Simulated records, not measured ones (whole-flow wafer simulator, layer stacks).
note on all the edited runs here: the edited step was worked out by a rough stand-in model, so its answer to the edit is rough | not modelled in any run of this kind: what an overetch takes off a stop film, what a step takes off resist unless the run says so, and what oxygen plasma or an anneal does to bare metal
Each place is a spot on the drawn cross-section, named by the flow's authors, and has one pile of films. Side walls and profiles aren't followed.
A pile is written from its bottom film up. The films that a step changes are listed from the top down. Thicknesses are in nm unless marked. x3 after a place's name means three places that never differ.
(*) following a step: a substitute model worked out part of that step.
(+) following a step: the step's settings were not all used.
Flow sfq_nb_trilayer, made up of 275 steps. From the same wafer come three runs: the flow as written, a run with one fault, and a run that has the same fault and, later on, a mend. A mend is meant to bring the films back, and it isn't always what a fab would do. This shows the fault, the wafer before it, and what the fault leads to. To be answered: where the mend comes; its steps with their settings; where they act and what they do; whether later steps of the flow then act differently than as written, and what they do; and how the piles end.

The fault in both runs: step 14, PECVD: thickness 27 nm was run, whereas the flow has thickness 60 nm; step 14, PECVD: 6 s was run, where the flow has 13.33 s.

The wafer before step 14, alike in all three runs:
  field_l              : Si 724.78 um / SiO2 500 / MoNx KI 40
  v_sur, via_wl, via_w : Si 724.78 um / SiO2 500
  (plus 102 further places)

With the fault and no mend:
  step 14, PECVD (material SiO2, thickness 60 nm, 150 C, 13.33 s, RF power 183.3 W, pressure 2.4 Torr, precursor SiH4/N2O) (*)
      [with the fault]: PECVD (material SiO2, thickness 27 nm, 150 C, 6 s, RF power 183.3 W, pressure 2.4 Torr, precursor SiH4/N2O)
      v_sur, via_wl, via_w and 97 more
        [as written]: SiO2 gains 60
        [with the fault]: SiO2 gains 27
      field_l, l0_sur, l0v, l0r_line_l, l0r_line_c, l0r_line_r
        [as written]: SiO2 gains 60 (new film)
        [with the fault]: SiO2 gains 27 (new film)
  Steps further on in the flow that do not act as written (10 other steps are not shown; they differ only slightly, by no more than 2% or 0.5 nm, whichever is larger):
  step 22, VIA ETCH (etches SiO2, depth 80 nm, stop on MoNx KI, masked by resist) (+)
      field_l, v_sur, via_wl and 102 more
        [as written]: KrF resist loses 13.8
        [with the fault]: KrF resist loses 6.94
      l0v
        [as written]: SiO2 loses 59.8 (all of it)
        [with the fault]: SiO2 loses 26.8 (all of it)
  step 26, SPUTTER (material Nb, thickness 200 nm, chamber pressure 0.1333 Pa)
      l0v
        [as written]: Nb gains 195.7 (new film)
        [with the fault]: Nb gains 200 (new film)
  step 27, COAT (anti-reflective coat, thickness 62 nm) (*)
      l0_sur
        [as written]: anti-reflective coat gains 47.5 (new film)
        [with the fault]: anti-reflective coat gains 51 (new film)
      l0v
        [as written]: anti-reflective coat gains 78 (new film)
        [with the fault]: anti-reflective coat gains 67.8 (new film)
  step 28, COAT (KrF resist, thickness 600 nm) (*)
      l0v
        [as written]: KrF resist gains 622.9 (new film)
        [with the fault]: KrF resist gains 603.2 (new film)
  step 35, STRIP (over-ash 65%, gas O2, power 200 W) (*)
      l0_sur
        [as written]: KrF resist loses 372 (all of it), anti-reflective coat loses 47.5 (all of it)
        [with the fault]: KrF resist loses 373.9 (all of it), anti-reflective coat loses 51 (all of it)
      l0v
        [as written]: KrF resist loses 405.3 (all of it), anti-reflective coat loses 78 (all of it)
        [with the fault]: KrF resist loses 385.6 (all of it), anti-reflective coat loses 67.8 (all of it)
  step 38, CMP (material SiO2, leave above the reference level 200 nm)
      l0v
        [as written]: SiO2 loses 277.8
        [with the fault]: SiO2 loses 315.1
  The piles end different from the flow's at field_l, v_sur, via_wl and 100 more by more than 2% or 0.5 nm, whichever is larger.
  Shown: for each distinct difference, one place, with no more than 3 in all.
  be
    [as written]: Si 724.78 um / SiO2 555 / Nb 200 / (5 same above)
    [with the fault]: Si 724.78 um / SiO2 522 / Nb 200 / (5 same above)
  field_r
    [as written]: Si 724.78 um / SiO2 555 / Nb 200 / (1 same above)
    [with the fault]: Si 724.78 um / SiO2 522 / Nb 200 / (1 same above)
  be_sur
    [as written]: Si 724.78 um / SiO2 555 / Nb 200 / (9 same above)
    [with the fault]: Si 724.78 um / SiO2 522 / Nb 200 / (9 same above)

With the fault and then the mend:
  The mend stands after step 14.
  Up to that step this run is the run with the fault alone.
  step 14a, PECVD (material SiO2, thickness 33 nm, 150 C, 7.333 s, RF power 183.3 W, pressure 2.4 Torr, precursor SiH4/N2O) (a further turn of the flow's step 14, with different settings)
      field_l, v_sur, via_wl and 103 more
        SiO2 gains 33
  Later steps of the flow that are run all act as written at every place that is followed, up to a difference of at most 2% or 0.5 nm, whichever is larger.
  By the end, the piles equal the flow's at every place that both follow.
